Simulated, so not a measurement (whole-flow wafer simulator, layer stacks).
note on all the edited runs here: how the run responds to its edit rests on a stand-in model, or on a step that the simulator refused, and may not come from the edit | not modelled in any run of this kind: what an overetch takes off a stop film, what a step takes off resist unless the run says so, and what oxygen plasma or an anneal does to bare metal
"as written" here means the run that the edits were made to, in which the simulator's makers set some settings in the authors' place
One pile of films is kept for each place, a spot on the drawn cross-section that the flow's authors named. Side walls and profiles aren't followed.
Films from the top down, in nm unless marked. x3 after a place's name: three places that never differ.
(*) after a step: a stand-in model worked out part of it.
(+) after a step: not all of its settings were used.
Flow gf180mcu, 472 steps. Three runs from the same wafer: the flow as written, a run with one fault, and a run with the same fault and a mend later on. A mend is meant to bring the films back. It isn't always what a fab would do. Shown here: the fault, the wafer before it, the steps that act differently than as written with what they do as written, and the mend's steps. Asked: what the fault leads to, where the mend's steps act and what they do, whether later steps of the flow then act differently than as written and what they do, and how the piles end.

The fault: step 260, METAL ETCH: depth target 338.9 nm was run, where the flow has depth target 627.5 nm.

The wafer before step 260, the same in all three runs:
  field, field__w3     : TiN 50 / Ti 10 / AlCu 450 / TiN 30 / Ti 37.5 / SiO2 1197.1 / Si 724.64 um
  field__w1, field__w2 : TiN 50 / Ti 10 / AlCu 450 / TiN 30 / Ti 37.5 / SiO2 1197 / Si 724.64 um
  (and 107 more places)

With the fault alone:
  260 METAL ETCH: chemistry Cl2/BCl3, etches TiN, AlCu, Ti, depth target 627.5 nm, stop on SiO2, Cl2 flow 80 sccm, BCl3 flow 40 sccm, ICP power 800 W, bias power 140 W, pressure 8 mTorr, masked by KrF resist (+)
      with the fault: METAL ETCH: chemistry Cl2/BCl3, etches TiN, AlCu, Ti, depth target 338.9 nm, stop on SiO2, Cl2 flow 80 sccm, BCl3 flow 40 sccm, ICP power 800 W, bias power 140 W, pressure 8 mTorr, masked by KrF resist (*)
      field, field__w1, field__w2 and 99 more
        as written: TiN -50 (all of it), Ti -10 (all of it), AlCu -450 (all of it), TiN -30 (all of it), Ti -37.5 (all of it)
        with the fault: TiN -50 (all of it), Ti -10 (all of it), AlCu -278.9
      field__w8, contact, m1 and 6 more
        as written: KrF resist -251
        with the fault: KrF resist -135.6
  Later steps of the flow that act differently than as written:
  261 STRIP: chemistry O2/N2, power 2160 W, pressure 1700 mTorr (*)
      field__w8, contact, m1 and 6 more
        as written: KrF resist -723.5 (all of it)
        with the fault: KrF resist -839 (all of it)
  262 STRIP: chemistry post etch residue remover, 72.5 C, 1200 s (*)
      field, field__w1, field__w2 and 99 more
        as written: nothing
        with the fault: AlCu -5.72
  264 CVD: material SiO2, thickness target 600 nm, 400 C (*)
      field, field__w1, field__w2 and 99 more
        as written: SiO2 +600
        with the fault: SiO2 +600 (new film)
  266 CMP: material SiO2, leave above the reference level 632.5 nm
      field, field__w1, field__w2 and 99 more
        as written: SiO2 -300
        with the fault: SiO2 -532.9
  At the end the piles differ from the flow's by more than 2% or 0.5 nm, whichever is larger, at field, field__w1, field__w2 and 100 more.
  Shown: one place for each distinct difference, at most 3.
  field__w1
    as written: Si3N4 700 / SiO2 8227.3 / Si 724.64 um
    with the fault: Si3N4 700 / SiO2 6797.4 / AlCu 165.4 / TiN 30 / Ti 37.5 / SiO2 1197 / Si 724.64 um
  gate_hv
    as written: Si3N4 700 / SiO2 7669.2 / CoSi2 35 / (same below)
    with the fault: Si3N4 700 / SiO2 6797.4 / AlCu 165.4 / TiN 30 / Ti 37.5 / SiO2 638.9 / CoSi2 35 / (same below)
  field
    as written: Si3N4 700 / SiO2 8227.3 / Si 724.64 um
    with the fault: Si3N4 700 / SiO2 6797.4 / AlCu 165.4 / TiN 30 / Ti 37.5 / SiO2 1197.1 / Si 724.64 um

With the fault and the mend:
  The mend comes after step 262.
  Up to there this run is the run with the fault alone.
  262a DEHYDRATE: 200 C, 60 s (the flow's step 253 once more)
      changes no film at any place that is followed
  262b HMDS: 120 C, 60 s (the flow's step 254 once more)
      changes no film at any place that is followed
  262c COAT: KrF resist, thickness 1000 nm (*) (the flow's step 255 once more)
      iso_ptap_pw, iso_ntap_nw, iso_nw_fld and 33 more
        KrF resist +1000 (new film)
      field__w5, field__w9, field_sub__w4 and 12 more
        KrF resist +1002.2 (new film)
      field_sub, field_sub__w1, field_sub__w3 and 10 more
        KrF resist +1002.3 (new film)
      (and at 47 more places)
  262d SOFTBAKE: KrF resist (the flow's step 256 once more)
      changes no film at any place that is followed
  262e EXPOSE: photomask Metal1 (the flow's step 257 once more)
      changes no film at any place that is followed
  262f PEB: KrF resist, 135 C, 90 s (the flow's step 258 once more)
      field__w1, field__w2, field__w3 and 57 more
        KrF resist -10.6
      iso_ptap_pw, iso_ntap_nw, iso_nw_fld and 33 more
        KrF resist -10.5
      sd_p, gate_p, nw_sep_fld
        KrF resist -10.7
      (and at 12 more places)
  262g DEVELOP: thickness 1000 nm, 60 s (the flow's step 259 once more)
      iso_ptap_pw, iso_ntap_nw, iso_nw_fld and 33 more
        KrF resist -989.5 (all of it)
      field__w10, field_sub__w2, field_sub__w4 and 12 more
        KrF resist -991.6 (all of it)
      field__w5, field__w9, field_sub and 7 more
        KrF resist -991.7 (all of it)
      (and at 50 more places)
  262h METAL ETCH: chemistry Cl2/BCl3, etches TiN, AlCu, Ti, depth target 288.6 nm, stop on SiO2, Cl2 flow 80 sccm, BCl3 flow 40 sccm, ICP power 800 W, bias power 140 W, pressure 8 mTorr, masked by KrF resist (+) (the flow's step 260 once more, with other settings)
      field, field__w1, field__w2 and 99 more
        AlCu -165.4 (all of it), TiN -30 (all of it), Ti -37.5 (all of it)
      field__w8, contact, m1 and 6 more
        KrF resist -115.4
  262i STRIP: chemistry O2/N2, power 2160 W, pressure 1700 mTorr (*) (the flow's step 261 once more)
      field__w8, m1
        KrF resist -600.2 (all of it)
      contact
        KrF resist -598.3 (all of it)
      m1__w1
        KrF resist -609 (all of it)
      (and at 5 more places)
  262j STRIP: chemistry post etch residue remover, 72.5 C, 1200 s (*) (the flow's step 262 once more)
      field__w8, contact, m1 and 6 more
        TiN -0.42
  No later step of the flow acts differently than as written, at any place that is followed, by more than 2% or 0.5 nm, whichever is larger.
  At the end the piles differ from the flow's only slightly at the places that both follow, by at most 2% or 0.5 nm, whichever is larger.
